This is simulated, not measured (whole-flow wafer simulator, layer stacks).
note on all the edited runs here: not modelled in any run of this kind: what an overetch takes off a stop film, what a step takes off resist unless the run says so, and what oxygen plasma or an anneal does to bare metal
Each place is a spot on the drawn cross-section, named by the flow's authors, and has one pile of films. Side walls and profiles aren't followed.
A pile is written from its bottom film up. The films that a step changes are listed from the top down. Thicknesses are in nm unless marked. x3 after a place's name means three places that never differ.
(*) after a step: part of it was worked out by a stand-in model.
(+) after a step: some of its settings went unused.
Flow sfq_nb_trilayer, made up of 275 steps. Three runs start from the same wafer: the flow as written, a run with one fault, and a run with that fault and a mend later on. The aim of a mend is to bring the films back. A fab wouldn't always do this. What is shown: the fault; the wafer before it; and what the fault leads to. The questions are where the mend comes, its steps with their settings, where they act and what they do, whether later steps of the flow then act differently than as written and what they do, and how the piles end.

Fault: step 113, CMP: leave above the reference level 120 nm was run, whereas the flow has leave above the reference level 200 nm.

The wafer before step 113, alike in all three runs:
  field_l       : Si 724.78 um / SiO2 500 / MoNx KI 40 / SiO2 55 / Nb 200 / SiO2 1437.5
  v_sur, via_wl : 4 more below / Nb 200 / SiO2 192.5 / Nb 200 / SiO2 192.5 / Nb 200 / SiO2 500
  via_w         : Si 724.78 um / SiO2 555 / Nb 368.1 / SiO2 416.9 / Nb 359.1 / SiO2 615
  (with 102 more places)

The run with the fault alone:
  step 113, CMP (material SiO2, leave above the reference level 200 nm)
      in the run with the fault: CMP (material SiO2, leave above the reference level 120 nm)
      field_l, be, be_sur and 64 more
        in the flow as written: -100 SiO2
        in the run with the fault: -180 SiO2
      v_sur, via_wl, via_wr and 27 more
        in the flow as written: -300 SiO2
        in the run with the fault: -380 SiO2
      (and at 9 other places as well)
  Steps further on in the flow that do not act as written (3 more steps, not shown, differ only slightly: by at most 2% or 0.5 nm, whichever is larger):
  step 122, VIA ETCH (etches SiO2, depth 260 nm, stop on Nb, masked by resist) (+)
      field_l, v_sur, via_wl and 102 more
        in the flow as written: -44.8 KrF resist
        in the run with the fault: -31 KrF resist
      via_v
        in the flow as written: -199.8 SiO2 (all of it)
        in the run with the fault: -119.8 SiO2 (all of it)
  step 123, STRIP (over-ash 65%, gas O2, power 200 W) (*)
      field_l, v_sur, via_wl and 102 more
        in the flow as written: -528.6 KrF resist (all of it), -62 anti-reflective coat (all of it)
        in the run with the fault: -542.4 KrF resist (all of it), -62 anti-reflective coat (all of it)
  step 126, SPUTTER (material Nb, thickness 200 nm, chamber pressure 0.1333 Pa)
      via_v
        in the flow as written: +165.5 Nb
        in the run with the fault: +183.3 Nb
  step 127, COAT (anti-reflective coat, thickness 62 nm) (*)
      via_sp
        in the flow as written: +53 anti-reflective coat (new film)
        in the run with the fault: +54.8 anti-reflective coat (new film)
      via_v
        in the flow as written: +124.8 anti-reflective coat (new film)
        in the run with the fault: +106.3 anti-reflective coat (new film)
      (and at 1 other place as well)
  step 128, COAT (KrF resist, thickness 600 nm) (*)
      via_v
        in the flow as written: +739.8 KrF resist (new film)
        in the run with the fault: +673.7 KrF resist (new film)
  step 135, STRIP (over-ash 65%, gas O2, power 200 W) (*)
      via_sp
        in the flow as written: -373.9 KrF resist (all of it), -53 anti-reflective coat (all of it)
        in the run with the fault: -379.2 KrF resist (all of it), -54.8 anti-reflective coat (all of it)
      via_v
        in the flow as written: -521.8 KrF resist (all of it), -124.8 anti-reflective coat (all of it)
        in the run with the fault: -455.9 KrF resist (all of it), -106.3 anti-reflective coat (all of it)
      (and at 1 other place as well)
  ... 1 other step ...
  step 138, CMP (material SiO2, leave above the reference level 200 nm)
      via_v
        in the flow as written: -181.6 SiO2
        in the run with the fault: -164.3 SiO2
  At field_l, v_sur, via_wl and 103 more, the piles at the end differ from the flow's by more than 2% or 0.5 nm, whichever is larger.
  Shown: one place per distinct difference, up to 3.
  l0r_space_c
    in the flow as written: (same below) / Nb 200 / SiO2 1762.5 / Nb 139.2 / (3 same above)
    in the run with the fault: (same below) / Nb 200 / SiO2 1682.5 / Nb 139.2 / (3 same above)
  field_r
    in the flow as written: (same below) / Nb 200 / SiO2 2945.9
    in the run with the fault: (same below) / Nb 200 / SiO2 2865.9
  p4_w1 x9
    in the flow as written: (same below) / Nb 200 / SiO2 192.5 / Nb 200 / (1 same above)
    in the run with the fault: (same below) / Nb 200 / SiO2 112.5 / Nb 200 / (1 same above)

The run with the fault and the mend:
  The mend follows step 120.
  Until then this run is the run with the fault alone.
  step 120a, STRIP (over-ash 65%, gas O2, power 200 W) (*)
      field_l, v_sur, via_wl and 102 more
        -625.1 KrF resist (all of it), -62 anti-reflective coat (all of it)
      via_v
        -62 anti-reflective coat (all of it)
  step 120b, PECVD (material SiO2, thickness 80 nm, 150 C, 17.78 s, RF power 183.3 W, pressure 2.4 Torr, precursor SiH4/N2O) (the flow's step 112, run once more with other settings)
      field_l, v_sur, via_wl and 103 more
        +80 SiO2
  step 120c, COAT (anti-reflective coat, thickness 62 nm) (the flow's step 115, run once more)
      field_l, v_sur, via_wl and 103 more
        +62 anti-reflective coat (new film)
  step 120d, COAT (KrF resist, thickness 650 nm) (the flow's step 116, run once more)
      field_l, v_sur, via_wl and 103 more
        +650 KrF resist (new film)
  step 120e, SOFTBAKE (KrF resist) (the flow's step 117, run once more)
      leaves every film unchanged at each place that is followed
  step 120f, EXPOSE (photomask I3, dose 11.91 mJ/cm2, NA 0.6, wavelength 248 nm) (*) (the flow's step 118, run once more)
      leaves every film unchanged at each place that is followed
  step 120g, PEB (KrF resist, 90 s) (the flow's step 119, run once more)
      field_l, v_sur, via_wl and 103 more
        -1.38 KrF resist
  step 120h, DEVELOP (KrF resist, thickness 650 nm, 60 s) (the flow's step 120, run once more)
      field_l, v_sur, via_wl and 102 more
        -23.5 KrF resist
      via_v
        -648.6 KrF resist (all of it)
  Every later step of the flow that is run acts as written at every place that is followed.
  The piles end the same as the flow's at every place that both follow.
